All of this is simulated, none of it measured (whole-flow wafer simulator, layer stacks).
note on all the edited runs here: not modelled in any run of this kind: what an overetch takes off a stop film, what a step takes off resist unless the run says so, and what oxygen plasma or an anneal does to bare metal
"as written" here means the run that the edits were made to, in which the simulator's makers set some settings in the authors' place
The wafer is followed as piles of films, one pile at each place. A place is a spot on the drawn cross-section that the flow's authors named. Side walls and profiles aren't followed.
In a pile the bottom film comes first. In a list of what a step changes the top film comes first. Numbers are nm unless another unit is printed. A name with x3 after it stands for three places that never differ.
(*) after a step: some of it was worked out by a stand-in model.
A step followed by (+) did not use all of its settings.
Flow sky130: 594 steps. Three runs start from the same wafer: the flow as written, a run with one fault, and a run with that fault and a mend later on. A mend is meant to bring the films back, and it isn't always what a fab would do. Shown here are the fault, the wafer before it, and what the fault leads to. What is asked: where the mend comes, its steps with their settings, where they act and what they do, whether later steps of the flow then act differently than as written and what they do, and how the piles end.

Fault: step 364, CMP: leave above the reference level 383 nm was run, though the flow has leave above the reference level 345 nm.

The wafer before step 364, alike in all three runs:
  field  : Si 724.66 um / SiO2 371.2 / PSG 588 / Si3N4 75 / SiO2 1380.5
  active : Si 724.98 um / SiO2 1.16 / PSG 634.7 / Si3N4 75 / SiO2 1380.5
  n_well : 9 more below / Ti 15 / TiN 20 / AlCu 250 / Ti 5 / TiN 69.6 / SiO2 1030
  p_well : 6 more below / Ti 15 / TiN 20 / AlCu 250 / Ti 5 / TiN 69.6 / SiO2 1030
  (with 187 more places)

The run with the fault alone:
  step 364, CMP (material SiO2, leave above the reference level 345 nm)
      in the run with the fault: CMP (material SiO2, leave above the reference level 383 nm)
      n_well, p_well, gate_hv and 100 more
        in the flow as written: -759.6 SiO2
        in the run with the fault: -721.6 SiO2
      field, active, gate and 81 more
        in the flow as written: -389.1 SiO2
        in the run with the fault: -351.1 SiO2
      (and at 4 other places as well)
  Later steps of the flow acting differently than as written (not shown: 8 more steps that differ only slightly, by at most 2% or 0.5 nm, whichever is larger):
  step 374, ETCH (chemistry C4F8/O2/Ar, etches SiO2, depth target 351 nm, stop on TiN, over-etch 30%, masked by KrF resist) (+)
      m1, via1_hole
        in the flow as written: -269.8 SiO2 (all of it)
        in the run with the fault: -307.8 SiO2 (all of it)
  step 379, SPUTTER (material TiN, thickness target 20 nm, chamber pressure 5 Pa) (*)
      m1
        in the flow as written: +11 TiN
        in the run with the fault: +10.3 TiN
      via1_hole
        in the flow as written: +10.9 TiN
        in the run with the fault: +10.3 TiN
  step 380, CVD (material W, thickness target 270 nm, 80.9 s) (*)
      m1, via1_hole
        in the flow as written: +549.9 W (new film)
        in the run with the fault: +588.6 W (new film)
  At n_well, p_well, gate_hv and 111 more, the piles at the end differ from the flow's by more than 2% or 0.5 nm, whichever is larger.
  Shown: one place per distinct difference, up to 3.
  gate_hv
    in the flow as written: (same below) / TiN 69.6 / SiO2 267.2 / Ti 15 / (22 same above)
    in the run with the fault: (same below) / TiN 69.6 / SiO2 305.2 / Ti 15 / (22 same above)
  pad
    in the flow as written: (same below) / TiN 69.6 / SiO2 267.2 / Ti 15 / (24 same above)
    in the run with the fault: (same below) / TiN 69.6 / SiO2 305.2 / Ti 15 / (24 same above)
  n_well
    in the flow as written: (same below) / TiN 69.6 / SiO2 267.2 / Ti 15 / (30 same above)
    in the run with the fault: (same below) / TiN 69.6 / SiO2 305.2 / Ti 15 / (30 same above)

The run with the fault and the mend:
  The mend stands after step 364.
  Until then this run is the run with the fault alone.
  step 364a, CMP (material SiO2, leave above the reference level 345 nm) (the flow's step 364, run once more)
      field, active, n_well and 188 more
        -38 SiO2
  Every later step of the flow that is run acts as written at every place that is followed.
  At every place that both follow, the piles at the end match the flow's.
